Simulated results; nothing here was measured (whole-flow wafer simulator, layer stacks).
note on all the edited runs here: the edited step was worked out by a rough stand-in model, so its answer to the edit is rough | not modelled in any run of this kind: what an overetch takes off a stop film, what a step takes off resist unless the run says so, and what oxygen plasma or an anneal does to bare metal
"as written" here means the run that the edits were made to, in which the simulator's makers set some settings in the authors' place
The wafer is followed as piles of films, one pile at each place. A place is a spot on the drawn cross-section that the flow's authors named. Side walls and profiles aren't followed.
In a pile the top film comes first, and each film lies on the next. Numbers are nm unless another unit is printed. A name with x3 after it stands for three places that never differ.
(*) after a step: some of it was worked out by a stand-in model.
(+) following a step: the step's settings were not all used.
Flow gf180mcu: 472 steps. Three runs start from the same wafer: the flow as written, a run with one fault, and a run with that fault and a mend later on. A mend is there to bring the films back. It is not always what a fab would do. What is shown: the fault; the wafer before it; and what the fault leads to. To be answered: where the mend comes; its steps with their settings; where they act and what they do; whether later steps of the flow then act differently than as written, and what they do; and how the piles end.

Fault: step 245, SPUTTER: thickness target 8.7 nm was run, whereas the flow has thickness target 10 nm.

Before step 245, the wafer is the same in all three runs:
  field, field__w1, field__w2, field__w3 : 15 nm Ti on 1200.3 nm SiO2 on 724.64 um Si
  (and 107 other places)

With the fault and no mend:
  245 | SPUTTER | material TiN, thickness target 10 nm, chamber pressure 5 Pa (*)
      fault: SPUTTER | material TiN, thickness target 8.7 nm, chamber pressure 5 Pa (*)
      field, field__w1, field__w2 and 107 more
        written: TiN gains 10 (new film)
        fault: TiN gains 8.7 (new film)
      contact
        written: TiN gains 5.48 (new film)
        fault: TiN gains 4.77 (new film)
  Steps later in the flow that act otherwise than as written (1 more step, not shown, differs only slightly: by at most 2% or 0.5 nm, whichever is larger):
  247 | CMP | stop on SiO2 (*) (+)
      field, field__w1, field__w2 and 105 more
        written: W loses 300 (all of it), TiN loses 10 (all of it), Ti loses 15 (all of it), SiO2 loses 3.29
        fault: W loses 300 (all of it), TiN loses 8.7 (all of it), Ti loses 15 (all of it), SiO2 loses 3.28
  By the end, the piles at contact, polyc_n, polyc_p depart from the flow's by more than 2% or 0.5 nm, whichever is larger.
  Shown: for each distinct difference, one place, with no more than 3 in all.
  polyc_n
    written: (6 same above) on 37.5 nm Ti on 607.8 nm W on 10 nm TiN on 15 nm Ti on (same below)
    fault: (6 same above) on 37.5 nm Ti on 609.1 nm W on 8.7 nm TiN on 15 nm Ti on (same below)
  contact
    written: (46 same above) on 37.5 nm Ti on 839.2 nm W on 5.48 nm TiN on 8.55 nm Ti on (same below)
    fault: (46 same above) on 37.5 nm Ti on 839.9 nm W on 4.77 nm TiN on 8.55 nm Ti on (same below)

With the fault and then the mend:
  The mend follows step 245.
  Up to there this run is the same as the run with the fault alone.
  245a | SPUTTER | material TiN, thickness target 1.3 nm, chamber pressure 5 Pa (*) (the flow's step 245, run once more with other settings)
      field, field__w1, field__w2 and 107 more
        TiN gains 1.3
      contact
        TiN gains 0.71
  None of the later steps of the flow acts differently than as written at any place that is followed.
  By the end, the piles equal the flow's at every place that both follow.
